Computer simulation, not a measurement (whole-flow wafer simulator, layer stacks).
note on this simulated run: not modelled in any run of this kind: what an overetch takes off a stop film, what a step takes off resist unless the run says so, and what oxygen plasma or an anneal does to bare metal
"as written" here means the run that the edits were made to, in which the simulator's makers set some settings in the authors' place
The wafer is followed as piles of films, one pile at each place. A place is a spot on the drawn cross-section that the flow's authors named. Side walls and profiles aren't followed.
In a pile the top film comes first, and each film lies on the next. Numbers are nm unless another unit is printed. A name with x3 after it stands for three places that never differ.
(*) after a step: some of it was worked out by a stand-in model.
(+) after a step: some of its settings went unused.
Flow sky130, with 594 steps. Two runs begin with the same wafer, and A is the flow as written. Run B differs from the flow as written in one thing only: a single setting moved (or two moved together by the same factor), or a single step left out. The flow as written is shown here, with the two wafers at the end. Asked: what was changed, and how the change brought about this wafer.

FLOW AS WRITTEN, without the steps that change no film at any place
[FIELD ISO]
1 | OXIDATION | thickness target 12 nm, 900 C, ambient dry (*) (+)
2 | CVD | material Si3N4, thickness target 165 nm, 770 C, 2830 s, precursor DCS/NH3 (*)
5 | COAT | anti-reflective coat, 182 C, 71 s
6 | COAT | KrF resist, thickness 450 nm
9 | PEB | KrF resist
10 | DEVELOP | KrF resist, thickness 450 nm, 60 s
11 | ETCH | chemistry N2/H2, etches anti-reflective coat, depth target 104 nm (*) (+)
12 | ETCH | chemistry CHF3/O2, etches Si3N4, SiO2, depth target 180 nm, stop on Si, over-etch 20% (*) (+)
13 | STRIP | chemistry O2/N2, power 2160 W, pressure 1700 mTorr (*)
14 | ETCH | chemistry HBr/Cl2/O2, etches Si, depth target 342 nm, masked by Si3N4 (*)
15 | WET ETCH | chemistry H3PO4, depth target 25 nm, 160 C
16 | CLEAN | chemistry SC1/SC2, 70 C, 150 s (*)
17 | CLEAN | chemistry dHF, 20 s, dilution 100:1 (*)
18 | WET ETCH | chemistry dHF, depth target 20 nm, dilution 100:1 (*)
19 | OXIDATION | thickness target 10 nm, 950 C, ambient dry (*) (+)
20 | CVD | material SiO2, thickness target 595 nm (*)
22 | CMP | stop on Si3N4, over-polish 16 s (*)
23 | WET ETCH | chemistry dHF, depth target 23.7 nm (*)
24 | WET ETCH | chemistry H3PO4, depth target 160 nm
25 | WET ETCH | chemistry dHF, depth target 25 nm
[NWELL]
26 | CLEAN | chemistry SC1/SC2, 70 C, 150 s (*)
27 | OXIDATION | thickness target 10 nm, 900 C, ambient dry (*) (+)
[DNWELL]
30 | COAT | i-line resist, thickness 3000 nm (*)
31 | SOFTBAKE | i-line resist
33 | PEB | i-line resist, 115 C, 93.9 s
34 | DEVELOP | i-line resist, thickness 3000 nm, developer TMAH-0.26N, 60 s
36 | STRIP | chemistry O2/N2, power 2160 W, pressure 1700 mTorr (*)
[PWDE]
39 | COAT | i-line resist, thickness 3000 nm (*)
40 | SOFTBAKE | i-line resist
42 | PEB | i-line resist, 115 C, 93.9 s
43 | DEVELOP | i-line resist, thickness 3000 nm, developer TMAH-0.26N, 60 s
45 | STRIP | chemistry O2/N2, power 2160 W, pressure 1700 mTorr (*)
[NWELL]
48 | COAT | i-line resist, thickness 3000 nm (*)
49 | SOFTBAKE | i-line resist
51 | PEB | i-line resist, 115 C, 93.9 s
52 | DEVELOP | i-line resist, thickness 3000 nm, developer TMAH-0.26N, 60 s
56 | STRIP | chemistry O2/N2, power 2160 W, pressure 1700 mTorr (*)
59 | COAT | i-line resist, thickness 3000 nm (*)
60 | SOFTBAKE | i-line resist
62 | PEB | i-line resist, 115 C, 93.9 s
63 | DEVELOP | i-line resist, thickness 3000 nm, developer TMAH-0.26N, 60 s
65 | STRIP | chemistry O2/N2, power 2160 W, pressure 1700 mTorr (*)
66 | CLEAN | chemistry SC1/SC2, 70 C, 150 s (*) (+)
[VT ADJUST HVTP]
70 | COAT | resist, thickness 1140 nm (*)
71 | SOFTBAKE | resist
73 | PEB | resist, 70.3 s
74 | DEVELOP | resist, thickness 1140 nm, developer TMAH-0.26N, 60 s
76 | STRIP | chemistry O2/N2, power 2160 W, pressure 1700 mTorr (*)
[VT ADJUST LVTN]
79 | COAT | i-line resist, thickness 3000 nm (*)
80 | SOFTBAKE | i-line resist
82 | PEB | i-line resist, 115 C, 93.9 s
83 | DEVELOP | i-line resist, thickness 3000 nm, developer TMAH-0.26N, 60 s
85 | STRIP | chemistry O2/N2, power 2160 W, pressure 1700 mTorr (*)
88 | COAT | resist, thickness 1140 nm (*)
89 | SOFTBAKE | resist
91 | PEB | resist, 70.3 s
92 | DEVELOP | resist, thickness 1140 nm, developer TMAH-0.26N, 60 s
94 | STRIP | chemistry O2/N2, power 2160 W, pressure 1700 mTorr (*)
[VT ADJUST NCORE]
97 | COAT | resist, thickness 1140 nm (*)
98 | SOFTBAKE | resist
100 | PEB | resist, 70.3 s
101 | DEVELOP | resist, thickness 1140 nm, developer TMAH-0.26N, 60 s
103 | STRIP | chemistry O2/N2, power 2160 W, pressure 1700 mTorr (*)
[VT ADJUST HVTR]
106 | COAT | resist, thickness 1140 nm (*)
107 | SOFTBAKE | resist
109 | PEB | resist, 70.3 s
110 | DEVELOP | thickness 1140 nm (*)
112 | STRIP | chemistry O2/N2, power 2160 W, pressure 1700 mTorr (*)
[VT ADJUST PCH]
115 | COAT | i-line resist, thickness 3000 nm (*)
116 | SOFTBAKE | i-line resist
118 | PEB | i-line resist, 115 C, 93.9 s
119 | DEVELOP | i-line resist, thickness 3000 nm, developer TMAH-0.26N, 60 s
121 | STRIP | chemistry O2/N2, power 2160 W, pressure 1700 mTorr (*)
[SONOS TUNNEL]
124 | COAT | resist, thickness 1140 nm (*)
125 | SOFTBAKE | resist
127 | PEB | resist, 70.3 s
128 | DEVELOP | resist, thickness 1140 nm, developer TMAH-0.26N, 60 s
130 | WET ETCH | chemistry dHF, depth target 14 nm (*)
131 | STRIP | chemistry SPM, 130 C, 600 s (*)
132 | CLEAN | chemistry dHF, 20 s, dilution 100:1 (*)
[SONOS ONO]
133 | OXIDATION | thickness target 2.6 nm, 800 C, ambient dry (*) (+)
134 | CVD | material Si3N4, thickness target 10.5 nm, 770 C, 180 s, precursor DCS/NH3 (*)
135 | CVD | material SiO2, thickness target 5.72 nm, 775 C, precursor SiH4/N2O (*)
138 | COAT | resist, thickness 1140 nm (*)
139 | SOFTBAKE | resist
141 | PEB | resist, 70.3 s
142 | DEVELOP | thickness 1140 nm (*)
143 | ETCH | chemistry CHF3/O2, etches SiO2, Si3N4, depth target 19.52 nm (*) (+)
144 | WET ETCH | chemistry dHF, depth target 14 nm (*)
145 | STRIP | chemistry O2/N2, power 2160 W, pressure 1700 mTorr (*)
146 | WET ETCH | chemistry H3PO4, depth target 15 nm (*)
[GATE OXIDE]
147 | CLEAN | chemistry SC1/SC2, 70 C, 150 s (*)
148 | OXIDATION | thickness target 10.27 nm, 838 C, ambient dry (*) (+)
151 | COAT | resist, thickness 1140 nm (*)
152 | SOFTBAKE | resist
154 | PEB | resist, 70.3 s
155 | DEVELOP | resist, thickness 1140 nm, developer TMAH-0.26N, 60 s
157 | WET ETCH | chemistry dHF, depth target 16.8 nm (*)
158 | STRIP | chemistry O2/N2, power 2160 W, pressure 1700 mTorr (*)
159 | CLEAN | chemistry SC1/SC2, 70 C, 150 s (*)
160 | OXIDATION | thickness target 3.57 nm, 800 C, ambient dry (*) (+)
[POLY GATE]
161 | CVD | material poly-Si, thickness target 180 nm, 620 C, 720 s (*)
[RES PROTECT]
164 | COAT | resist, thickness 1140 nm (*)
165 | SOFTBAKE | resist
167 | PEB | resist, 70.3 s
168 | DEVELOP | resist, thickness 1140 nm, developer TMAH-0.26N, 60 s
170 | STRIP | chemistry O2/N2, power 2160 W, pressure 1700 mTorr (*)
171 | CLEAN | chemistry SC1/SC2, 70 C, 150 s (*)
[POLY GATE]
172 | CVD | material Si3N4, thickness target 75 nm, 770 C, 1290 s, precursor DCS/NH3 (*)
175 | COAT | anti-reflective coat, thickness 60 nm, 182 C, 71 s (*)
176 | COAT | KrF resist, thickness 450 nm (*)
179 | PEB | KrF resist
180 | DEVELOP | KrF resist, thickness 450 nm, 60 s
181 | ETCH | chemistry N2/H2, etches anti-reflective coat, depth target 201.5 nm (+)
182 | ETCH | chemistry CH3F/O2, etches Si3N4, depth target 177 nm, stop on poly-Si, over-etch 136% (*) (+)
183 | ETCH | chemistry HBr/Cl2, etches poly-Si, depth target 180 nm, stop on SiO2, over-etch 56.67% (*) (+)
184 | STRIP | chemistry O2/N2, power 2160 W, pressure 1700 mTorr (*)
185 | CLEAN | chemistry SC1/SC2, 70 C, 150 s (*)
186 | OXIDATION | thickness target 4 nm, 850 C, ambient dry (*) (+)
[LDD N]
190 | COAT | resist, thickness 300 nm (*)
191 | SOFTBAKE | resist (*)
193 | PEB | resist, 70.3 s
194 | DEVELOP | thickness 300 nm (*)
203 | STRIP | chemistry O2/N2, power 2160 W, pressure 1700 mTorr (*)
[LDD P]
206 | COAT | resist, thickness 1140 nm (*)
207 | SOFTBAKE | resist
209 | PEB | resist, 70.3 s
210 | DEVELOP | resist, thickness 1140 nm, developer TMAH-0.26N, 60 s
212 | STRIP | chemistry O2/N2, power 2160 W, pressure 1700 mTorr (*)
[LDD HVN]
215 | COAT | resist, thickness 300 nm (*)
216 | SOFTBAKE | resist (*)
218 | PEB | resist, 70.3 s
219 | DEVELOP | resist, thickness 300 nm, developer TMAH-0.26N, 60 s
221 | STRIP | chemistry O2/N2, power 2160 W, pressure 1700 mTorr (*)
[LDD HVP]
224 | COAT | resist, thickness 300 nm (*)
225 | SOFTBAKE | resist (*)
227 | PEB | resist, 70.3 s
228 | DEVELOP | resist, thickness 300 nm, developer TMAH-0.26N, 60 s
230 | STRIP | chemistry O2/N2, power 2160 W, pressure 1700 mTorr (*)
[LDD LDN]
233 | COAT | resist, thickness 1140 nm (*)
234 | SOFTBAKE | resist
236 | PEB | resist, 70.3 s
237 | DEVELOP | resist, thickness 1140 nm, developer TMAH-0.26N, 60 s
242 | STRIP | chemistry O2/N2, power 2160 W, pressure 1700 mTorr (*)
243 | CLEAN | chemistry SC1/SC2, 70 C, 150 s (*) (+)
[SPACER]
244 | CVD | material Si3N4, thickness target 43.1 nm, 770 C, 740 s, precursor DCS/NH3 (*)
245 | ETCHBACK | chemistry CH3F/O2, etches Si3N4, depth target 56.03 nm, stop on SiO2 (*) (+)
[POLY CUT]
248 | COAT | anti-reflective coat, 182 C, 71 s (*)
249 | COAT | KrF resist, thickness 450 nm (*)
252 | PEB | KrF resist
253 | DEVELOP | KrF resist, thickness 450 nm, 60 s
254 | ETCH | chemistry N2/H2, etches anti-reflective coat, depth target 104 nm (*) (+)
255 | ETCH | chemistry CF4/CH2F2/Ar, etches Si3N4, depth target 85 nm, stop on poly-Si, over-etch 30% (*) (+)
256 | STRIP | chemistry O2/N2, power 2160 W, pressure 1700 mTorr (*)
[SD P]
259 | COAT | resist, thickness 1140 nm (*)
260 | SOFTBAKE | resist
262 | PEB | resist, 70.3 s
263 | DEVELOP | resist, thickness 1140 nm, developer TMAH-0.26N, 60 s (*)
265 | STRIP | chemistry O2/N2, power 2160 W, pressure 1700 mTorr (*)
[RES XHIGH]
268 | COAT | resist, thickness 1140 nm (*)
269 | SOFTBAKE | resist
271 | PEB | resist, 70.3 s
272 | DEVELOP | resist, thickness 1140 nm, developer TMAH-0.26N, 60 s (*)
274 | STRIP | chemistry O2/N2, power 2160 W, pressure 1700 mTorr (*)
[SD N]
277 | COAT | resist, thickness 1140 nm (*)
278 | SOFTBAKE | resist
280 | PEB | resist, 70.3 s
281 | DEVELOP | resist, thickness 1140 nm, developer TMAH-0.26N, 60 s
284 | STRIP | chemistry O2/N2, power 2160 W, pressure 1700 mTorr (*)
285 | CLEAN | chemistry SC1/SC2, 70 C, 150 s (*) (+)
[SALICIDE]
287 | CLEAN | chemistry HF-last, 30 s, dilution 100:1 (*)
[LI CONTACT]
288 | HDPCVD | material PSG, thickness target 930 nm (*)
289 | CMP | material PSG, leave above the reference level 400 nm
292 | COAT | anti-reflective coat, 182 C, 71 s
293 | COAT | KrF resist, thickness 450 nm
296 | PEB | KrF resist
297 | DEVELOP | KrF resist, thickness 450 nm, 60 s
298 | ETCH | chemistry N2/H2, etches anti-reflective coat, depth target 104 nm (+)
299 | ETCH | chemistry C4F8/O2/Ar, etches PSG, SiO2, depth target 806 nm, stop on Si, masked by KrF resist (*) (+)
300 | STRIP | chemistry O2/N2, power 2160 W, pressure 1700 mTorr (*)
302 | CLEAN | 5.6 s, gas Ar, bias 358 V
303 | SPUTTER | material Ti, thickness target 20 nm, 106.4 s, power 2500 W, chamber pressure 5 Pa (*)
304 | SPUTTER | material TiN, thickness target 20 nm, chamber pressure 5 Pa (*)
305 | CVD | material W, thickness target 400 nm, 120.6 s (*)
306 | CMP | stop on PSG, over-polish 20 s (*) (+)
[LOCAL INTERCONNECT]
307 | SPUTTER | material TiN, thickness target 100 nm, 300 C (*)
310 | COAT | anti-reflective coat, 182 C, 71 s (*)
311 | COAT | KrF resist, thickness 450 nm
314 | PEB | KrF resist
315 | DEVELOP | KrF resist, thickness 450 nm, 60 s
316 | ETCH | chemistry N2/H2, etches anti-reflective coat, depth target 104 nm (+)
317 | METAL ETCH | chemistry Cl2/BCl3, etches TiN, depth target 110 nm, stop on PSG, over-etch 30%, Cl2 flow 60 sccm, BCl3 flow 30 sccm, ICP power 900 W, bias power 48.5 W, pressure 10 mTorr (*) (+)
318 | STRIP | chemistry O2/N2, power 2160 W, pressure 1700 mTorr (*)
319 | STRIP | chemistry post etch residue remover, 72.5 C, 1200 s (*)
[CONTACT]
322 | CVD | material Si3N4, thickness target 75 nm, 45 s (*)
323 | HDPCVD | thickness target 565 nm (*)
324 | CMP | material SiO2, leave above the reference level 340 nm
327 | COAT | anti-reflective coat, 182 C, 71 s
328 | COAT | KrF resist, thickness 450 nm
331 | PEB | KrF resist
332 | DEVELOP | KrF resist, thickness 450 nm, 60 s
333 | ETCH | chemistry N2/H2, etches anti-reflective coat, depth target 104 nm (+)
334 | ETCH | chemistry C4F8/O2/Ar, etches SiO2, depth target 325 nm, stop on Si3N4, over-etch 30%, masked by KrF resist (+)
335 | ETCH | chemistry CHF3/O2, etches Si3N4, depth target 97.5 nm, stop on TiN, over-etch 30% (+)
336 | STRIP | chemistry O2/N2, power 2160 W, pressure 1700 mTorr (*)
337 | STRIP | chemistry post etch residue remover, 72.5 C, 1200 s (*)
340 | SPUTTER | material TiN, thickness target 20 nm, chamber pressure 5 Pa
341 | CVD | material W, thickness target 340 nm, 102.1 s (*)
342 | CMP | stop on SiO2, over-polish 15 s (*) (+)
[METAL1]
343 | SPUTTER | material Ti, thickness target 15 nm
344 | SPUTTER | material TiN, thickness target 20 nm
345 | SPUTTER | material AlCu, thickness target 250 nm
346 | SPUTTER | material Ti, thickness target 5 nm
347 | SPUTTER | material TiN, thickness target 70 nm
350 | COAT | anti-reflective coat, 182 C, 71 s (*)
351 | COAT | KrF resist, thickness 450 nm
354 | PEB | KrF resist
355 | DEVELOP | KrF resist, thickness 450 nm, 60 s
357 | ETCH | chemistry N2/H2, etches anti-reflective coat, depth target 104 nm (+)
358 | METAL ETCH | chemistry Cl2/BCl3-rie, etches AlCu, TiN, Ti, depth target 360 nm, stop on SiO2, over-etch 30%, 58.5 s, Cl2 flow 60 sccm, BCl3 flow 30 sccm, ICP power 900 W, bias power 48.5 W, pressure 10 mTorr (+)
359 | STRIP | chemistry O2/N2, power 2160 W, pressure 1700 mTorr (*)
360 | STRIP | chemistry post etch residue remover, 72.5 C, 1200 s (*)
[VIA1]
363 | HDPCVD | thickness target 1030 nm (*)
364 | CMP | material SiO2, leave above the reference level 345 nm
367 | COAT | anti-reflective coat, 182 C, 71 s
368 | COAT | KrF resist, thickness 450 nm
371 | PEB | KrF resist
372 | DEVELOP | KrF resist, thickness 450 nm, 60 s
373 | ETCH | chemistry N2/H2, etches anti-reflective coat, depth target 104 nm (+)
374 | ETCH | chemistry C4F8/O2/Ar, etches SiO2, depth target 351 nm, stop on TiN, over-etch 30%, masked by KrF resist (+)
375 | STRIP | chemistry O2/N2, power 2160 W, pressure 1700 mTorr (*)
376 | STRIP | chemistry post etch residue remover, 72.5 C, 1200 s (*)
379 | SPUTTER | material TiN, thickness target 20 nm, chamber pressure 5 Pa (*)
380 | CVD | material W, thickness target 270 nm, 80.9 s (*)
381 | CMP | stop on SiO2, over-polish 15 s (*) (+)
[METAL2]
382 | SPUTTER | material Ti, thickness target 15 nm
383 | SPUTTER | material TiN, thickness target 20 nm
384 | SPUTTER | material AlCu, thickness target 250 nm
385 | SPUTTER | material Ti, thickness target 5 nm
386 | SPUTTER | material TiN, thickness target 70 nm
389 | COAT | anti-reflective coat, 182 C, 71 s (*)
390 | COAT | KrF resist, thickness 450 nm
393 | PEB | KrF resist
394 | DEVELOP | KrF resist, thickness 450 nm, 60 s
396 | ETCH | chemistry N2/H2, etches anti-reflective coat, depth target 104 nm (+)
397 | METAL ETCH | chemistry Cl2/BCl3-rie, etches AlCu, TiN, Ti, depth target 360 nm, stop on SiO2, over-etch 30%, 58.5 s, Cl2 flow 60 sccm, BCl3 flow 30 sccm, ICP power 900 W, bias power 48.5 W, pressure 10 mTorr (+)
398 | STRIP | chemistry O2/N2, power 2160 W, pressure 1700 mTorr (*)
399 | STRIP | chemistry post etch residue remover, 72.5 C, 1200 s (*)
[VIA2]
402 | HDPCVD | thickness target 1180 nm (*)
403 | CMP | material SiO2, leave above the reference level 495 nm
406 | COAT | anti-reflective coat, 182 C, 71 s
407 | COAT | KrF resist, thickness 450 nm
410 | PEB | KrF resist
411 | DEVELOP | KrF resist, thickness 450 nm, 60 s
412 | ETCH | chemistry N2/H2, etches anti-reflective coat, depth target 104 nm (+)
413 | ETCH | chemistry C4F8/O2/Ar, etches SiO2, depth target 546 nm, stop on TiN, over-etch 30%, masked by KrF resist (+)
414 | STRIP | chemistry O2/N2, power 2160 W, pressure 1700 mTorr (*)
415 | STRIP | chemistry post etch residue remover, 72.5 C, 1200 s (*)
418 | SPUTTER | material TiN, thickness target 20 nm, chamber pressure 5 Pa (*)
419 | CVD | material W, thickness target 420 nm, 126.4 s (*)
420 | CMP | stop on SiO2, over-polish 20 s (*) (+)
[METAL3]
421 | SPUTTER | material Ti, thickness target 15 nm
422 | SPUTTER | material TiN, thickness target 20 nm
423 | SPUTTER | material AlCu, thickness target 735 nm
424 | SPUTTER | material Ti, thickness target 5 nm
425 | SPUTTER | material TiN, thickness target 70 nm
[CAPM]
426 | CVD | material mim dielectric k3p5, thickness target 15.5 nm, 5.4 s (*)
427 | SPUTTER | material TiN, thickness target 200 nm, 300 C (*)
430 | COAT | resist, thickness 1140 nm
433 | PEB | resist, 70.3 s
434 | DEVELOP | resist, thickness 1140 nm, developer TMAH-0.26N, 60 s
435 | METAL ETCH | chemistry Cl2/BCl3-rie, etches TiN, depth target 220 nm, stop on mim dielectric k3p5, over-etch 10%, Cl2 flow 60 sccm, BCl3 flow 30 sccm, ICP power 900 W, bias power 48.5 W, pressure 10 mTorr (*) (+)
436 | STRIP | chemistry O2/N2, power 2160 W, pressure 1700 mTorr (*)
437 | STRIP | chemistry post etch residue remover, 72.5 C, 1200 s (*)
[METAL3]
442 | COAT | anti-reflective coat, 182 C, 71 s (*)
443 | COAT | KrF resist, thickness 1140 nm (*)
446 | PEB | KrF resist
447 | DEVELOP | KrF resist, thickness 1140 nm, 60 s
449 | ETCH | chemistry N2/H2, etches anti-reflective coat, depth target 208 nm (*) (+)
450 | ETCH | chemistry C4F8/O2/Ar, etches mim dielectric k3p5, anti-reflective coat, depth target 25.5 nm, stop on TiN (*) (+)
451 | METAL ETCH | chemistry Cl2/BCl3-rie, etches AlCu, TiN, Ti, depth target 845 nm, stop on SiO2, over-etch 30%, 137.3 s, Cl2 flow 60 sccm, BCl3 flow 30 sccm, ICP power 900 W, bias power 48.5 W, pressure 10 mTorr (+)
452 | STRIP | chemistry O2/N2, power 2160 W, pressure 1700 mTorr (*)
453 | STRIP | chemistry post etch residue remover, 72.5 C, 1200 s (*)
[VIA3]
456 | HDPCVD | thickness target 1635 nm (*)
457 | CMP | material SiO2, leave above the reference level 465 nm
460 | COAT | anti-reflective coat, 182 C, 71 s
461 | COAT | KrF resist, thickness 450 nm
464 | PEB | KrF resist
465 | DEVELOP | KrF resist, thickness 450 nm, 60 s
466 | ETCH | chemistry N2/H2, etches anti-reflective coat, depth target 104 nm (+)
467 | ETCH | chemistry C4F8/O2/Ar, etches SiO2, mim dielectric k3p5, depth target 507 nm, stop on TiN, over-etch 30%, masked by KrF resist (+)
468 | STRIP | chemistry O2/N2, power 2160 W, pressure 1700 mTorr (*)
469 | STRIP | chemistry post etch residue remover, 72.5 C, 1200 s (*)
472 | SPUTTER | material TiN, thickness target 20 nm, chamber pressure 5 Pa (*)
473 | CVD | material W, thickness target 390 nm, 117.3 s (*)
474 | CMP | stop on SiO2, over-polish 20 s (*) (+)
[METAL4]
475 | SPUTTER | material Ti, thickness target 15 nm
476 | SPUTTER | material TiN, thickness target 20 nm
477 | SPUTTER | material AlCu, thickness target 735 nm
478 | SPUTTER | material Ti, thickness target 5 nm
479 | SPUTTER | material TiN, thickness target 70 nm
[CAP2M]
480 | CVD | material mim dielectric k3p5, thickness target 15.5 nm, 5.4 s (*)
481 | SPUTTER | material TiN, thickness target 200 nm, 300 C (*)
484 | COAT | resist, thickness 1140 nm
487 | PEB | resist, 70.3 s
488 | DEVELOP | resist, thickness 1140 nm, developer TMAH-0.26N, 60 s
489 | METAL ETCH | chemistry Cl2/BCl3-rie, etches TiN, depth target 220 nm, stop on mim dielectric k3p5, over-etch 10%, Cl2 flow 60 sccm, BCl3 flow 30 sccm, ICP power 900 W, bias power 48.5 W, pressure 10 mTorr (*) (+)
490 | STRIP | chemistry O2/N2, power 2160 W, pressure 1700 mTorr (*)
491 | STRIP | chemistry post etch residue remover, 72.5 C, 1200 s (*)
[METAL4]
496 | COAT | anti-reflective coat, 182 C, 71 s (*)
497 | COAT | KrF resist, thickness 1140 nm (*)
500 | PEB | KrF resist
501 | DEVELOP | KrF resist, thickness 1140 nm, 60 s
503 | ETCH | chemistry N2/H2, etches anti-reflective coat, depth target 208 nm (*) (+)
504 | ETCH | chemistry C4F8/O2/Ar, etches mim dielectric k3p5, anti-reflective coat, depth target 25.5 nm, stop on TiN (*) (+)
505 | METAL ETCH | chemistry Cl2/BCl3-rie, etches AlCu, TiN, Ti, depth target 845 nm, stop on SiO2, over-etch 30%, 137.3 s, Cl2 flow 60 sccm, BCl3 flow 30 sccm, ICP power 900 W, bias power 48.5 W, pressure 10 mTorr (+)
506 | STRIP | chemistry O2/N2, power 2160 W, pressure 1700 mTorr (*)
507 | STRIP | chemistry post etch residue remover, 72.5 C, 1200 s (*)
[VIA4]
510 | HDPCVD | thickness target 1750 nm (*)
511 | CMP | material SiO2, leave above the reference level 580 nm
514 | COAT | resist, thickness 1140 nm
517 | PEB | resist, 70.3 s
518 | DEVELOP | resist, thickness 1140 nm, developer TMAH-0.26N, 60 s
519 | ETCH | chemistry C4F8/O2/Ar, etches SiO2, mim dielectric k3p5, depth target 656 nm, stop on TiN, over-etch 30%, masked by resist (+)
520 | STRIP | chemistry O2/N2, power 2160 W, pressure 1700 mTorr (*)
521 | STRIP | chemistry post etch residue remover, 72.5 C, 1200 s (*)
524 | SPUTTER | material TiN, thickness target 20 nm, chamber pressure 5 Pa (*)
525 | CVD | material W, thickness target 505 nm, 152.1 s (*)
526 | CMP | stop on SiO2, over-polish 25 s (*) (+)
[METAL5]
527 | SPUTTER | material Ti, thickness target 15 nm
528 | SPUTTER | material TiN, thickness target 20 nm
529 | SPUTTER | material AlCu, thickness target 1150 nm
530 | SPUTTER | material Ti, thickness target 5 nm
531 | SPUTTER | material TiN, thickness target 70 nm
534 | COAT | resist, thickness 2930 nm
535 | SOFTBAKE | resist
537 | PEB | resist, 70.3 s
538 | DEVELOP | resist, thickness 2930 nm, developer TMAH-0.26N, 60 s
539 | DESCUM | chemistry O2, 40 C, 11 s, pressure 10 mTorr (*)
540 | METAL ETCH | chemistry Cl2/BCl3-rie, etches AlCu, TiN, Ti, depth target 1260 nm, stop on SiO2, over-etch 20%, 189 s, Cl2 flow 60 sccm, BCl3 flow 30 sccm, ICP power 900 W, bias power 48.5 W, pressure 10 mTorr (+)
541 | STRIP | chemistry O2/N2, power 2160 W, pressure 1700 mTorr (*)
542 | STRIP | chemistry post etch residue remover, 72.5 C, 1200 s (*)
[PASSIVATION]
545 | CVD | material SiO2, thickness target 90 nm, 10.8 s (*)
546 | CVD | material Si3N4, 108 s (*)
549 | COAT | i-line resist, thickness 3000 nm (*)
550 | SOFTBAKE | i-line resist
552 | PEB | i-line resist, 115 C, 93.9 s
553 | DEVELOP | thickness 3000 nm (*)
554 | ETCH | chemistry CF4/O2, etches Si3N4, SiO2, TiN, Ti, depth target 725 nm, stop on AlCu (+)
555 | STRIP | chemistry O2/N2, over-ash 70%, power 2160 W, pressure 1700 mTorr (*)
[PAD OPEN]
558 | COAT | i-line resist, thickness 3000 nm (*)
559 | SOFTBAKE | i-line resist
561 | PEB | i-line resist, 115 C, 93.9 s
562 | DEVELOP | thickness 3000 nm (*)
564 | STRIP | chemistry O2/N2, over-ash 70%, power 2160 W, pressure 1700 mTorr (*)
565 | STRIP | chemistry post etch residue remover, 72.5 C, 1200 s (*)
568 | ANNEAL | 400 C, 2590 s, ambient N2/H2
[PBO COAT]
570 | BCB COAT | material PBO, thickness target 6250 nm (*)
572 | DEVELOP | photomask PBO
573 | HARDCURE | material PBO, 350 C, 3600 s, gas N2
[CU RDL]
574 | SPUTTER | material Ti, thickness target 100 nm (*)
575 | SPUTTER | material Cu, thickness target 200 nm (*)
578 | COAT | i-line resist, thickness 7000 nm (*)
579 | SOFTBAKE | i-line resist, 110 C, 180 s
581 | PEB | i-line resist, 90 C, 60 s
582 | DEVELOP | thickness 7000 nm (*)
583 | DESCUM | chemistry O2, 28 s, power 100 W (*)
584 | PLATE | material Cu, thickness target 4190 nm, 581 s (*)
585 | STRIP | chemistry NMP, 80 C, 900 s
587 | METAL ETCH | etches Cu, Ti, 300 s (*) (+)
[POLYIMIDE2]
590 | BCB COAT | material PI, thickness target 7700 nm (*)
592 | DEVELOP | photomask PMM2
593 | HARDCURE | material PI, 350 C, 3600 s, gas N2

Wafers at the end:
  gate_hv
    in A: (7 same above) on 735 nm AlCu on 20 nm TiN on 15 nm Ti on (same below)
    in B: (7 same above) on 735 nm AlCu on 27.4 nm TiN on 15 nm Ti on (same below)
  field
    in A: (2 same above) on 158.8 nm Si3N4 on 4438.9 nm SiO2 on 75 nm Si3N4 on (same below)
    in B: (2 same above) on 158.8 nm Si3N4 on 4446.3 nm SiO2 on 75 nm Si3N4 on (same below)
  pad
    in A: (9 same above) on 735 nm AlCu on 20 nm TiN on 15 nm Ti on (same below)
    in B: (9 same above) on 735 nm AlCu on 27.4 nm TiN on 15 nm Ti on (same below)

The reason: step 476, SPUTTER: thickness target 27.4 nm was run, while the flow as written has thickness target 20 nm.
The wafer lets one read it off: gate_hv has TiN 27.4, and step 476 as written asks for 20 nm.

How this came from the change, step by step:
  476 | SPUTTER | material TiN, thickness target 20 nm
      field, active, n_well and 189 more: A +20 TiN (new film) | B +27.4 TiN (new film)
  505 | METAL ETCH | chemistry Cl2/BCl3-rie, etches AlCu, TiN, Ti, depth target 845 nm, stop on SiO2, over-etch 30%, 137.3 s, Cl2 flow 60 sccm, BCl3 flow 30 sccm, ICP power 900 W, bias power 48.5 W, pressure 10 mTorr (+)
      field, gate, spacer and 68 more: A -70 TiN (all of it), -5 Ti (all of it), -735 AlCu (all of it), -20 TiN (all of it), -15 Ti (all of it), -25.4 SiO2 | B -70 TiN (all of it), -5 Ti (all of it), -735 AlCu (all of it), -27.4 TiN (all of it), -15 Ti (all of it), -24.6 SiO2
      active, vpp_iso1, mim_edge_plate and 14 more: A -70 TiN (all of it), -5 Ti (all of it), -735 AlCu (all of it), -20 TiN (all of it), -15 Ti (all of it), -25.3 SiO2 | B -70 TiN (all of it), -5 Ti (all of it), -735 AlCu (all of it), -27.4 TiN (all of it), -15 Ti (all of it), -24.6 SiO2
